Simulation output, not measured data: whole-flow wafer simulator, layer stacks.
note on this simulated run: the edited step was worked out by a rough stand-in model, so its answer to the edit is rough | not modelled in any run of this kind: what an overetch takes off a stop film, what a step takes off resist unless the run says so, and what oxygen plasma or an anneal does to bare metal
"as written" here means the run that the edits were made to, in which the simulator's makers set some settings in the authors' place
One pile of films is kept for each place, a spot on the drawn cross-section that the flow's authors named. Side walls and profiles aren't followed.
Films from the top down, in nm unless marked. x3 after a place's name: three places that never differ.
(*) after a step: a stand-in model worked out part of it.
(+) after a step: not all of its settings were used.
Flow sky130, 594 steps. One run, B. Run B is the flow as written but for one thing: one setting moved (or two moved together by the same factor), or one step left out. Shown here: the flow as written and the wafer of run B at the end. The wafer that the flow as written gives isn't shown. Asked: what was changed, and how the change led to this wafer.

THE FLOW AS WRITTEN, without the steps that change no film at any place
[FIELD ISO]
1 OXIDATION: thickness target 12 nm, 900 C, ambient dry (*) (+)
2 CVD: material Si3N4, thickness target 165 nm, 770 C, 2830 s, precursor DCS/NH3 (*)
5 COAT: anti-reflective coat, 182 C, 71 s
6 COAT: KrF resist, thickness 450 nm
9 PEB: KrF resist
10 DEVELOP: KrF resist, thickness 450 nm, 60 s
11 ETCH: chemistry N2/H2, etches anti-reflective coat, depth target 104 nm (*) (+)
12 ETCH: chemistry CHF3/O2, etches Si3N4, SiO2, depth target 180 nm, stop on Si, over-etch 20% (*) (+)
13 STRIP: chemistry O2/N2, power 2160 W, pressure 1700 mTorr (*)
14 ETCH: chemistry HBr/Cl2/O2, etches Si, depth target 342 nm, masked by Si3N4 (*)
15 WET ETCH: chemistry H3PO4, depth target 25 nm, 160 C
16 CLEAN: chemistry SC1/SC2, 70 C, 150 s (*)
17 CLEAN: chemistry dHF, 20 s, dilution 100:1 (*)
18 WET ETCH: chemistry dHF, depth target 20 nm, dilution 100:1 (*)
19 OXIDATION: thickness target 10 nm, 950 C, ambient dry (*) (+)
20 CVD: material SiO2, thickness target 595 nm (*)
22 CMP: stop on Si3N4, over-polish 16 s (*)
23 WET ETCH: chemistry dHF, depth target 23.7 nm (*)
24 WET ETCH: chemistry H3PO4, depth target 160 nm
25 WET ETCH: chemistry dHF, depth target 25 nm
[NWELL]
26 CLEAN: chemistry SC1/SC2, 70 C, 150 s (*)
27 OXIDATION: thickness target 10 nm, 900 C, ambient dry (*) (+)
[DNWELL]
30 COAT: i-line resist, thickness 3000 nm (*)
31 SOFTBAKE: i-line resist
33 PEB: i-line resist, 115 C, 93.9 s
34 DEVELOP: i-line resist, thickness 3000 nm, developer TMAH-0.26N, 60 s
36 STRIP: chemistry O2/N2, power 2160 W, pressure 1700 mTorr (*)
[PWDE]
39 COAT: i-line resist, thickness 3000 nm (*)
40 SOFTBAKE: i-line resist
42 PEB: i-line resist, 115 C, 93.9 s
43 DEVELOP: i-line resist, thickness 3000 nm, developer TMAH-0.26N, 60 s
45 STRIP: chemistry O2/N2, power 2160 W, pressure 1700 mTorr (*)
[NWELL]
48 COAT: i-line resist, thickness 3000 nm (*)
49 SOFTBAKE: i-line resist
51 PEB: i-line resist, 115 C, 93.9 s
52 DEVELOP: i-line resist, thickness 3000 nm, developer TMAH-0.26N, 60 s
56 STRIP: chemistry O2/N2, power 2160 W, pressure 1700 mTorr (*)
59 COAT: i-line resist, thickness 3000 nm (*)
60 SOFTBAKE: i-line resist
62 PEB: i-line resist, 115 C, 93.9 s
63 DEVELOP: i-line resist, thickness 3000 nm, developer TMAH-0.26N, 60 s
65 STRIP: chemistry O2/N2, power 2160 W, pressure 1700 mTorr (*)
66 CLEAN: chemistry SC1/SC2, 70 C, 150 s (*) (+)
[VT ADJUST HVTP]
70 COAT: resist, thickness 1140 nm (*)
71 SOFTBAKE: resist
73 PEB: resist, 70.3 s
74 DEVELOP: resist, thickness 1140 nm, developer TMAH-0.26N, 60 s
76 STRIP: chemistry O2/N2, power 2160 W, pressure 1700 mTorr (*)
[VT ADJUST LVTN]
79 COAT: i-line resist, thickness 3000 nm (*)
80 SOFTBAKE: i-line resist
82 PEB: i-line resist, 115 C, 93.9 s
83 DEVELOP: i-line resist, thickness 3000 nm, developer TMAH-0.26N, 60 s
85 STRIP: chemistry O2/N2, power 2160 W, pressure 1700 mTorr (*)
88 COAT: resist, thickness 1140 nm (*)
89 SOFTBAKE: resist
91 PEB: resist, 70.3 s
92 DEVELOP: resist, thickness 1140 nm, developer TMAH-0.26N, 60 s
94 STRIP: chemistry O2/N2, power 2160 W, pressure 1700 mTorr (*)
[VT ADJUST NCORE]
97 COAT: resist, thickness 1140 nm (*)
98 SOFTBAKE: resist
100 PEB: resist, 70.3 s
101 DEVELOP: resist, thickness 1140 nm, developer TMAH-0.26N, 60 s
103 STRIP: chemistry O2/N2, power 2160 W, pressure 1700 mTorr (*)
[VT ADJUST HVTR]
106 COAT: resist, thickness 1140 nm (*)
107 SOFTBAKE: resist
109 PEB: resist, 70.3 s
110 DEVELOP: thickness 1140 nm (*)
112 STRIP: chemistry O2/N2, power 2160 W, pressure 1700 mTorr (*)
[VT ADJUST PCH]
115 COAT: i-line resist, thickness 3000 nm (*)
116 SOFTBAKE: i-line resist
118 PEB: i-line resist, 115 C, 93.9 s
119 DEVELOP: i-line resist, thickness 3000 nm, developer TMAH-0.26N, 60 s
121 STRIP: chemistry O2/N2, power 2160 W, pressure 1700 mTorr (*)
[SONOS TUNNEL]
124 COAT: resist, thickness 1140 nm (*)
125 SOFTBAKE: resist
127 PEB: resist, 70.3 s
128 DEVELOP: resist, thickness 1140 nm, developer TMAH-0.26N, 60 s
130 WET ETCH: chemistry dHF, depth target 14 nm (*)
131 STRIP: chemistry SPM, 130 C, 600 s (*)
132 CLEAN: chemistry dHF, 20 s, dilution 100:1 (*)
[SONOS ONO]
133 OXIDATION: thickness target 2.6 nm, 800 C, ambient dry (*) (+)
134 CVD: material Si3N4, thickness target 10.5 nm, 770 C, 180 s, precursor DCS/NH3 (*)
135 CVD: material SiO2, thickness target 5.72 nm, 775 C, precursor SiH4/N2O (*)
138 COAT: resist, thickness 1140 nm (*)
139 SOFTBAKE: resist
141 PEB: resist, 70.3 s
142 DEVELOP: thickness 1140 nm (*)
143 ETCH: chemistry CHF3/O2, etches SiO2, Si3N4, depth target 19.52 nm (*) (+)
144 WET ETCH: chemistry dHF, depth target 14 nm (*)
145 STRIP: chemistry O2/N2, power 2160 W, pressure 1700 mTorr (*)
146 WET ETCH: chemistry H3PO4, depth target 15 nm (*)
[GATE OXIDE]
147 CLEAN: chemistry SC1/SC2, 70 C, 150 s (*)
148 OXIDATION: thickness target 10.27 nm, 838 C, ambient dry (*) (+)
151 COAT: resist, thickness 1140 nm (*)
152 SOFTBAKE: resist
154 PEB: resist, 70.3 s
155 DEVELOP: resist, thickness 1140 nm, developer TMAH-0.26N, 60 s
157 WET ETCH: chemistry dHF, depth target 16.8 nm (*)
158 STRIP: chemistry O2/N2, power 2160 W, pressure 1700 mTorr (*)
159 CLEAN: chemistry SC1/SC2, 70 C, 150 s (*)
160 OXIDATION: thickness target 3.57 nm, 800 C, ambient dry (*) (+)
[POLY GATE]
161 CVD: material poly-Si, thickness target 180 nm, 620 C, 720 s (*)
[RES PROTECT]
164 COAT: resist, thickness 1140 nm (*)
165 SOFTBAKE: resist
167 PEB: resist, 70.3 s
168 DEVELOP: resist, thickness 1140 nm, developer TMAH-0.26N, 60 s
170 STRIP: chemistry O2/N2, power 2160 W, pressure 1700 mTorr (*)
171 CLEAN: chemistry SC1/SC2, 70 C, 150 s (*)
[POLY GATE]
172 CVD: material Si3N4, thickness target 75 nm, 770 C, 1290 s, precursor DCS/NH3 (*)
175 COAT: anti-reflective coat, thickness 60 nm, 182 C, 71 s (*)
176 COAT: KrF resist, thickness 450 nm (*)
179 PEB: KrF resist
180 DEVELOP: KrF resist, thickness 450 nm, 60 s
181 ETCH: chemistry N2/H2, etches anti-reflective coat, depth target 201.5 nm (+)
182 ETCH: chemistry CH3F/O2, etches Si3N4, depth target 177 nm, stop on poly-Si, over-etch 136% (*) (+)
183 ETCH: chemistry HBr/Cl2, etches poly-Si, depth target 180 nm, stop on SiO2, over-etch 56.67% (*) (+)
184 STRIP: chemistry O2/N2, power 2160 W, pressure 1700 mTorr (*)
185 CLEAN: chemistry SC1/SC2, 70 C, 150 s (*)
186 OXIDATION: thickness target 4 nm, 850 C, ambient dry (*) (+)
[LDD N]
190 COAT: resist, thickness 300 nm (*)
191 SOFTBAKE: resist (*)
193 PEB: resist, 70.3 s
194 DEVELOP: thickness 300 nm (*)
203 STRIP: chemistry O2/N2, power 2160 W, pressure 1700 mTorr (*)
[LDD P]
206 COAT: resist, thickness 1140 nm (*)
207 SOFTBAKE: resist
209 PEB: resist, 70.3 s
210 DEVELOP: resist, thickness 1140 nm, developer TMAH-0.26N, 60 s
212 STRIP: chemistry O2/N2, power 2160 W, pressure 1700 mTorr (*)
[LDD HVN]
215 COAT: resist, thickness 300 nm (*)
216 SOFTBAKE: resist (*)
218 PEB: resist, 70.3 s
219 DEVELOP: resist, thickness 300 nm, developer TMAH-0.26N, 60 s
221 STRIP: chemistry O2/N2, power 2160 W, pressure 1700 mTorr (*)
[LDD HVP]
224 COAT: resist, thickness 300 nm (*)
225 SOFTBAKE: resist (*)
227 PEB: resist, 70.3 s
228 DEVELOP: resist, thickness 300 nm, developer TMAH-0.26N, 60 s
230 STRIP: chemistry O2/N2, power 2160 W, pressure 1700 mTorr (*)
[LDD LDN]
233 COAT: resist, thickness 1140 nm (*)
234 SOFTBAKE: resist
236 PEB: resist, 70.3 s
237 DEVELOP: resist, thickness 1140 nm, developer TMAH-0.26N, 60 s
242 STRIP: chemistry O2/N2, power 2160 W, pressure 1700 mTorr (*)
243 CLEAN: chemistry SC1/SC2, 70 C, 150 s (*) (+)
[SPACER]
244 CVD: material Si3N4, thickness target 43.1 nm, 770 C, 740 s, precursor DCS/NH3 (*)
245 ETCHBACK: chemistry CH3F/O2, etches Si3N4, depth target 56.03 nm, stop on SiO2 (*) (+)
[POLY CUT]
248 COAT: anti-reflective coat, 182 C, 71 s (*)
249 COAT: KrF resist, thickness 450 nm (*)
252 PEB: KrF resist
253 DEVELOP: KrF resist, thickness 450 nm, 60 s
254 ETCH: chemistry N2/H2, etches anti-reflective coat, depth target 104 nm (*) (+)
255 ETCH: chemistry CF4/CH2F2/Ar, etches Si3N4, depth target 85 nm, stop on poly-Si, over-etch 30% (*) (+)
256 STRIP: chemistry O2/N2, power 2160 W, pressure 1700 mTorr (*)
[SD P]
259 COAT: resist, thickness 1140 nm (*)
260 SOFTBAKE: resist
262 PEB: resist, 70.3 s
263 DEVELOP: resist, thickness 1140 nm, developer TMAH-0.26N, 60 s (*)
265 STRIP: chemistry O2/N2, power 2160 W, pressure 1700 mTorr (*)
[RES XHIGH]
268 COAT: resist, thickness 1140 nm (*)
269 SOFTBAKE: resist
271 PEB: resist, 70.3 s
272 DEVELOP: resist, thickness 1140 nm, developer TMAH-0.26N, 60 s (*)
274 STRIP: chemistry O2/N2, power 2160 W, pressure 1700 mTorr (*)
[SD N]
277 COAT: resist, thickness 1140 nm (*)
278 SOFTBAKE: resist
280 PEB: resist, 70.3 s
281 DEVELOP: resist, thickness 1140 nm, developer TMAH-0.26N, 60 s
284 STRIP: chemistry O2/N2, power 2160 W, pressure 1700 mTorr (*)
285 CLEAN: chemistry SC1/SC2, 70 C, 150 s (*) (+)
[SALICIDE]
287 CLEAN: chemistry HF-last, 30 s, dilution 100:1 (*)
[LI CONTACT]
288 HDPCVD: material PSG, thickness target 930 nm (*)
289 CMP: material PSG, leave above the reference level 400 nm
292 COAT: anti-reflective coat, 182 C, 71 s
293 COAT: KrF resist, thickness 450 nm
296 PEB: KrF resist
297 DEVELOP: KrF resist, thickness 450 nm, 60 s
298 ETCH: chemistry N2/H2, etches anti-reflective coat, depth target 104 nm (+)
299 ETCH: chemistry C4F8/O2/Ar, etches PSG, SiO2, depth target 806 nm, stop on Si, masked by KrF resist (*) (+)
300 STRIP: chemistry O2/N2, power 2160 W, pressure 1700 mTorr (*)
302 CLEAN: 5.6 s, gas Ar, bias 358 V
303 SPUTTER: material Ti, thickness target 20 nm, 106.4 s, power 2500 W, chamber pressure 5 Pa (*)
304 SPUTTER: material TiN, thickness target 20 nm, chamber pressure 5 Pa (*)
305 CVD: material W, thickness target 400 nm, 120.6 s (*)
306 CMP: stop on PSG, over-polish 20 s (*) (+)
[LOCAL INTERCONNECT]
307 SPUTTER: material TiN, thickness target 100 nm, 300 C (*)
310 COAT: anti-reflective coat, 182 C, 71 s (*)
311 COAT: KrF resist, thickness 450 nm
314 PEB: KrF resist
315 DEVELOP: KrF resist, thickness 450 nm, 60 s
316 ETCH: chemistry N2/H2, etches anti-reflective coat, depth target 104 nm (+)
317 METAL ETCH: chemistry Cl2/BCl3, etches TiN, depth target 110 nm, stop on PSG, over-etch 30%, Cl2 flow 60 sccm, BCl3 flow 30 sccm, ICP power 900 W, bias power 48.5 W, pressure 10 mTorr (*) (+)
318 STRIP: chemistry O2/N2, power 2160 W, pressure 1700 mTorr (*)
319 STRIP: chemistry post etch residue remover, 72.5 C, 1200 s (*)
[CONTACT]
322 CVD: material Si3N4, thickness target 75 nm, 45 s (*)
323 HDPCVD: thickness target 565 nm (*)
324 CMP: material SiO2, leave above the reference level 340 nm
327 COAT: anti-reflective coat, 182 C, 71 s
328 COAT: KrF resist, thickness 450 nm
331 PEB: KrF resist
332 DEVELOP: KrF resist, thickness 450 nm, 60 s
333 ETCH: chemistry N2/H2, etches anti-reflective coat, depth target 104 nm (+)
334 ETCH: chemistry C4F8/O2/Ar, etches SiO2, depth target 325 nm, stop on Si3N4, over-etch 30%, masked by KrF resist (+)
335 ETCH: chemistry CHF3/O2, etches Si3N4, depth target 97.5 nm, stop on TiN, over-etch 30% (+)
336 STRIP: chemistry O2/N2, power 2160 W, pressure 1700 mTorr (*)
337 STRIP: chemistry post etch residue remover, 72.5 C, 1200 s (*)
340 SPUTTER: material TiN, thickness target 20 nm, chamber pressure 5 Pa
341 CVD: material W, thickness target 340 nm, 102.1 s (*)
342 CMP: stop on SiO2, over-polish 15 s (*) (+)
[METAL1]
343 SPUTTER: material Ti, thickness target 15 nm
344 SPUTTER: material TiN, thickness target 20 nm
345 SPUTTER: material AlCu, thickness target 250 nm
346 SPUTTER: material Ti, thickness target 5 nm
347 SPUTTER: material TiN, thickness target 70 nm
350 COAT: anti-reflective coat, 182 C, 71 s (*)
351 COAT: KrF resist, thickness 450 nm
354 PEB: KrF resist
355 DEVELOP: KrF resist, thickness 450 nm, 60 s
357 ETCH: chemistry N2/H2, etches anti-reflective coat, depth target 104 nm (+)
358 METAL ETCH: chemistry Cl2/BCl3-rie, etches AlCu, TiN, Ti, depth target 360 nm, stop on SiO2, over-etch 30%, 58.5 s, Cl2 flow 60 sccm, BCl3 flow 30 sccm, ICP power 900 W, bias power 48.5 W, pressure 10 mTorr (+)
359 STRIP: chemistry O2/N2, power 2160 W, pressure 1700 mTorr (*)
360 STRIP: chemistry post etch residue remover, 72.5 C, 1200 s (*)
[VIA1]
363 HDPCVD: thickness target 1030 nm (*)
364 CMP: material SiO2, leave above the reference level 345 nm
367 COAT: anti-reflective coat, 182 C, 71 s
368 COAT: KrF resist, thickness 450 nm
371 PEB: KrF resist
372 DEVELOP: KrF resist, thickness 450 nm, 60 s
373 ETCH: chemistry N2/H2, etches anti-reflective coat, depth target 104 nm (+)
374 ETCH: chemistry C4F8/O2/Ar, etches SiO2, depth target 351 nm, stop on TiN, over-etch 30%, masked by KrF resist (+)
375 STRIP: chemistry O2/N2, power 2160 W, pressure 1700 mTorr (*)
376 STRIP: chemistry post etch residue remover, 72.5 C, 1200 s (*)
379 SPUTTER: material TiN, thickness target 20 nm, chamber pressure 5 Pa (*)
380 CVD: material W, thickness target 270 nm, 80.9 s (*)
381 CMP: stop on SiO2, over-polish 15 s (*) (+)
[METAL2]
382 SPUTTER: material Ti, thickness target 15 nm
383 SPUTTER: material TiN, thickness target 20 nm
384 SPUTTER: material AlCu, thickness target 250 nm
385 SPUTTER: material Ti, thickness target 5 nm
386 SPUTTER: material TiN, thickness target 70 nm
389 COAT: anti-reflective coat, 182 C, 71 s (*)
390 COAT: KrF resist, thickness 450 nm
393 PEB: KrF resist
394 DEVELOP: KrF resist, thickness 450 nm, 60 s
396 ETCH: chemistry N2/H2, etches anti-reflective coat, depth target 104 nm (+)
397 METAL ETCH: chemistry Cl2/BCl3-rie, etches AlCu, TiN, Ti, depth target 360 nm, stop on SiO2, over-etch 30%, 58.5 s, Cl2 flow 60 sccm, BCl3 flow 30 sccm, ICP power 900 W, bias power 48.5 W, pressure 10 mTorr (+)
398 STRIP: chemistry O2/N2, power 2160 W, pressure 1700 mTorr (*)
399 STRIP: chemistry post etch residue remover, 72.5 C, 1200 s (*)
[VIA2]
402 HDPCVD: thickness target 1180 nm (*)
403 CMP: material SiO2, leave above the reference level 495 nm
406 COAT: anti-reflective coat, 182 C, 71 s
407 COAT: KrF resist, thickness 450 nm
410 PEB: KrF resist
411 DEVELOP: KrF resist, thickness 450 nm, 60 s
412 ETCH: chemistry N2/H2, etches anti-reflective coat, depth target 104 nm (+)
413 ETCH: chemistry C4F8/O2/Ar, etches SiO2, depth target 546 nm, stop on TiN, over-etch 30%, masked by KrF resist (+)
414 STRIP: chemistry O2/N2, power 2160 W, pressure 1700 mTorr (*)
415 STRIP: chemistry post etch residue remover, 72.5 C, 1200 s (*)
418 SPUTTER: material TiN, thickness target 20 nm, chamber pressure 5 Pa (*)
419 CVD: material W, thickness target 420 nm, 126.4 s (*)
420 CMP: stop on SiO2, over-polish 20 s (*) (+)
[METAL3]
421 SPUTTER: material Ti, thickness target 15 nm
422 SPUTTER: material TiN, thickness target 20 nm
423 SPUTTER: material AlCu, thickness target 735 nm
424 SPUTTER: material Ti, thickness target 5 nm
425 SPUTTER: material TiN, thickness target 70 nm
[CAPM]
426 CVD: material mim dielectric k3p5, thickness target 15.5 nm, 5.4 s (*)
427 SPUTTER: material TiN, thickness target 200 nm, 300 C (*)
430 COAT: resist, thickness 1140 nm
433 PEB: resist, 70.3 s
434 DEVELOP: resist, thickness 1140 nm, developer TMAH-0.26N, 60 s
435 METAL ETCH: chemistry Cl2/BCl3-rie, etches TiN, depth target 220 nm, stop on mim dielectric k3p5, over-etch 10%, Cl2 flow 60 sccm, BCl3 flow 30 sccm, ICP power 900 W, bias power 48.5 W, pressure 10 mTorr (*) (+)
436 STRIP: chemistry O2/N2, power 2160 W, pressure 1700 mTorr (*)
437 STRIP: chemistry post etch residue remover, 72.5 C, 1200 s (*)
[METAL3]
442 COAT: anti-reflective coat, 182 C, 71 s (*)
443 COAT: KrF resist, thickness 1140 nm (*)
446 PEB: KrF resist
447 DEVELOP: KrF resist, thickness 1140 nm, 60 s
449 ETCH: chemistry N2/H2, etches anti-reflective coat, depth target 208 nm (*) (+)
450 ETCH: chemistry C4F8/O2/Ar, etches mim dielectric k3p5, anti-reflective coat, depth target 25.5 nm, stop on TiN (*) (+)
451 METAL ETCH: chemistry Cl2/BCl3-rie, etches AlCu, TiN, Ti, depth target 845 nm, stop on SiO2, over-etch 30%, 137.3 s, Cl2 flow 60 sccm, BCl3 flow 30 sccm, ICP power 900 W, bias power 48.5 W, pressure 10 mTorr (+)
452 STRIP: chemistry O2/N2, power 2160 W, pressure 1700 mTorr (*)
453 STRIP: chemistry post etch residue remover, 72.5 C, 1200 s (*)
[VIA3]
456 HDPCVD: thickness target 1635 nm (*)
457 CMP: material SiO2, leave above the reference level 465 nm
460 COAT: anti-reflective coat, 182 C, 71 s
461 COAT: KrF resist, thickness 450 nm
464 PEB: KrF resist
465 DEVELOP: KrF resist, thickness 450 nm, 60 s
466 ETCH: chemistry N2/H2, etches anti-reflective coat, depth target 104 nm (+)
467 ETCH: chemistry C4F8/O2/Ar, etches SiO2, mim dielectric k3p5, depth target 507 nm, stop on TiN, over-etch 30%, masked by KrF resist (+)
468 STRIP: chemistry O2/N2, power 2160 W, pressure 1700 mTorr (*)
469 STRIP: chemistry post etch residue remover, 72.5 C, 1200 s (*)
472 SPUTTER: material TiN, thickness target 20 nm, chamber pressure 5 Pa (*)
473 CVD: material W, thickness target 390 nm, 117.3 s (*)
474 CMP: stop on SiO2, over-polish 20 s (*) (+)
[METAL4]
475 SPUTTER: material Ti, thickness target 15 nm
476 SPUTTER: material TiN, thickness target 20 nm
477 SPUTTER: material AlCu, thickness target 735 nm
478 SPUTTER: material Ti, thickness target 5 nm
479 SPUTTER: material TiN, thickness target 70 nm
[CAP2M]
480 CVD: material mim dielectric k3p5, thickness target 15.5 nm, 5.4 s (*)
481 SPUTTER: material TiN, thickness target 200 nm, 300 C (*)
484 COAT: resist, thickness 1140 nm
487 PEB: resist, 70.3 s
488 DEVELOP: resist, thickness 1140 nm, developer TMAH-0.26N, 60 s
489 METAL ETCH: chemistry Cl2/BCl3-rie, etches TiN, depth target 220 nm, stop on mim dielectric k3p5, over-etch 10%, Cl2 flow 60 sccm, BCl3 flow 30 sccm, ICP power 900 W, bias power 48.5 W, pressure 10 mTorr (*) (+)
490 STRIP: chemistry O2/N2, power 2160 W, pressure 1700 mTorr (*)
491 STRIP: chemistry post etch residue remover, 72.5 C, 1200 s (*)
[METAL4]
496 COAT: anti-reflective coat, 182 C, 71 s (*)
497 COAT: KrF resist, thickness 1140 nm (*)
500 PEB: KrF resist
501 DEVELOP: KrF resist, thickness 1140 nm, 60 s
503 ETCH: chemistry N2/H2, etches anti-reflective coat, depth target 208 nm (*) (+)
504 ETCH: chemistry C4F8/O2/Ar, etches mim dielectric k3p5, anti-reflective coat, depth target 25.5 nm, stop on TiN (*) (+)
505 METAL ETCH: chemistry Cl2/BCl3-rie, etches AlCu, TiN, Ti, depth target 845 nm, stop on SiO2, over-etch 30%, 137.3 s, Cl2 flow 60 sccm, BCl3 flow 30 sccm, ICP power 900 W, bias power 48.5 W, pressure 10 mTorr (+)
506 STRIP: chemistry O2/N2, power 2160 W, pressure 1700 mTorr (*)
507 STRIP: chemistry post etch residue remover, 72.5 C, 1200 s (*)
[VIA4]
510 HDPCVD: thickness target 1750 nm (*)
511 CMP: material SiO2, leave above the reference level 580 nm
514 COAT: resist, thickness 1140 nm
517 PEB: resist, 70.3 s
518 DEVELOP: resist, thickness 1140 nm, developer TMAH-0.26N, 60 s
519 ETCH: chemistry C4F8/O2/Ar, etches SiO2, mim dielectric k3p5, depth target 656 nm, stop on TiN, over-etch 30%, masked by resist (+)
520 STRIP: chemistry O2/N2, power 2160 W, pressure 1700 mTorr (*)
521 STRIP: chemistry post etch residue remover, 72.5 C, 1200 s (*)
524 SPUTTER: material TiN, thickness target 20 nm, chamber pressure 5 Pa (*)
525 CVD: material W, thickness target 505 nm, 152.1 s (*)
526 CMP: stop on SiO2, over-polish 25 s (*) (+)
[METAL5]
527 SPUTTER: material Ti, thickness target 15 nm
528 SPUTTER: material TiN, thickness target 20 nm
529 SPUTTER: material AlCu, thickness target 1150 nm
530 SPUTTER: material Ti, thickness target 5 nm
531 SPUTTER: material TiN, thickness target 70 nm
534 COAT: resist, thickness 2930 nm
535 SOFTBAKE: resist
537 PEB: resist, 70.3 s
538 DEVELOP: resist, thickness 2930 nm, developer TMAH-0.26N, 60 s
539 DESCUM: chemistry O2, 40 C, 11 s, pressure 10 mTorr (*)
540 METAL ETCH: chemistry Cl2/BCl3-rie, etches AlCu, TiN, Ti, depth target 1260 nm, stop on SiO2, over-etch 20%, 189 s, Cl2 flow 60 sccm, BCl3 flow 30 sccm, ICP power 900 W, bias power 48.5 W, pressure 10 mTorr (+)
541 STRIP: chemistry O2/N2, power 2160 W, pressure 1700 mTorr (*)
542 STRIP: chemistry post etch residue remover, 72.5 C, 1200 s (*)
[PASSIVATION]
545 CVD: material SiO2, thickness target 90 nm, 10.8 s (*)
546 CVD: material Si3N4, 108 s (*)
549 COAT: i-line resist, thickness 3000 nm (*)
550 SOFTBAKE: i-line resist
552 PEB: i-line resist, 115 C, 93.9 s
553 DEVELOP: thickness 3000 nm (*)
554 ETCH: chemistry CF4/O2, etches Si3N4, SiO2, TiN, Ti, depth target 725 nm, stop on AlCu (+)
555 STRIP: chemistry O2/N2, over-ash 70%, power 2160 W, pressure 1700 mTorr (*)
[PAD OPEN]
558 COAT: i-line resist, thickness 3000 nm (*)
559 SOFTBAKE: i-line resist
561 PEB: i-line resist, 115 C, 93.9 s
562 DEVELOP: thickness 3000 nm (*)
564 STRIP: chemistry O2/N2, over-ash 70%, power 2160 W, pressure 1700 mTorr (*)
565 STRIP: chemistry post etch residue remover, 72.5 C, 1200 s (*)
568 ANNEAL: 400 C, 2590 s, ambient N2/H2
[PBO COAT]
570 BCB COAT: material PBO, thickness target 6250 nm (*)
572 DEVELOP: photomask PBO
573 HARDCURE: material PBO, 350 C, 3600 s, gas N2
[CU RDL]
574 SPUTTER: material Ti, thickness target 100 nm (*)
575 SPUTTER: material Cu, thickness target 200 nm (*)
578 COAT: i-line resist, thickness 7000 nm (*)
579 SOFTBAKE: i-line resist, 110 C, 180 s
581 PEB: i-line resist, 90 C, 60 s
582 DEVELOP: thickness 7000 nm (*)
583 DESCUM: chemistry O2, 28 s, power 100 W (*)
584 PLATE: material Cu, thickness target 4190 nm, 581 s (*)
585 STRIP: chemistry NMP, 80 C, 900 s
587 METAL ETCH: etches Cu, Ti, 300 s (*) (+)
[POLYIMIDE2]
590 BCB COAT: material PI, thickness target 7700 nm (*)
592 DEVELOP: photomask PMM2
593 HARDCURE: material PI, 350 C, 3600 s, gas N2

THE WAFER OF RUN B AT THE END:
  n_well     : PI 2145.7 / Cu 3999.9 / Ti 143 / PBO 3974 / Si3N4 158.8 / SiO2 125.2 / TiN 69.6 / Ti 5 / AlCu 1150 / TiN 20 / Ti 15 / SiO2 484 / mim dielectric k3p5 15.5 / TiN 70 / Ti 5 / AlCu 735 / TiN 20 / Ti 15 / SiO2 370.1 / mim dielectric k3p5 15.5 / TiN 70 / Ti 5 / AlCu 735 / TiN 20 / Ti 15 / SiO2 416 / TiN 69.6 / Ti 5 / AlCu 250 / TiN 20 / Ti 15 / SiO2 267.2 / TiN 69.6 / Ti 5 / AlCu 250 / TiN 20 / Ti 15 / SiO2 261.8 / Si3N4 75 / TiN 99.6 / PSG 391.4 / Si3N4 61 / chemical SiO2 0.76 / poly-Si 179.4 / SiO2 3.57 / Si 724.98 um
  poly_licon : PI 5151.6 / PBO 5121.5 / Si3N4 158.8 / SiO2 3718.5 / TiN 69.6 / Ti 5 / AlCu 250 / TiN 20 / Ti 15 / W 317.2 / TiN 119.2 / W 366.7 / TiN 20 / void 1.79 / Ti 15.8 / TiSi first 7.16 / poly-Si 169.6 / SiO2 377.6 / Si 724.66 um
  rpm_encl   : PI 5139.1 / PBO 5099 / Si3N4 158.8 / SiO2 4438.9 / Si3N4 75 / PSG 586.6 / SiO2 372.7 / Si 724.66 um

The cause: step 574, SPUTTER: thickness target 143 nm was run, where the flow has thickness target 100 nm.
It can be read off the wafer: n_well has Ti 143, and step 574 as written asks for 100 nm.

How the change led to this, step by step:
  574 SPUTTER: material Ti, thickness target 100 nm (*)
      field, active, n_well and 190 more: Ti +143 (new film) (as written it would be: Ti +100 (new film))
  587 METAL ETCH: etches Cu, Ti, 300 s (*) (+)
      field, active, gate and 167 more: Cu -200 (all of it), Ti -143 (all of it) (as written it would be: Cu -200 (all of it), Ti -100 (all of it))
  590 BCB COAT: material PI, thickness target 7700 nm (*)
      de16_gate_nw: PI +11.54 um (new film) (as written it would be: PI +11.5 um (new film))
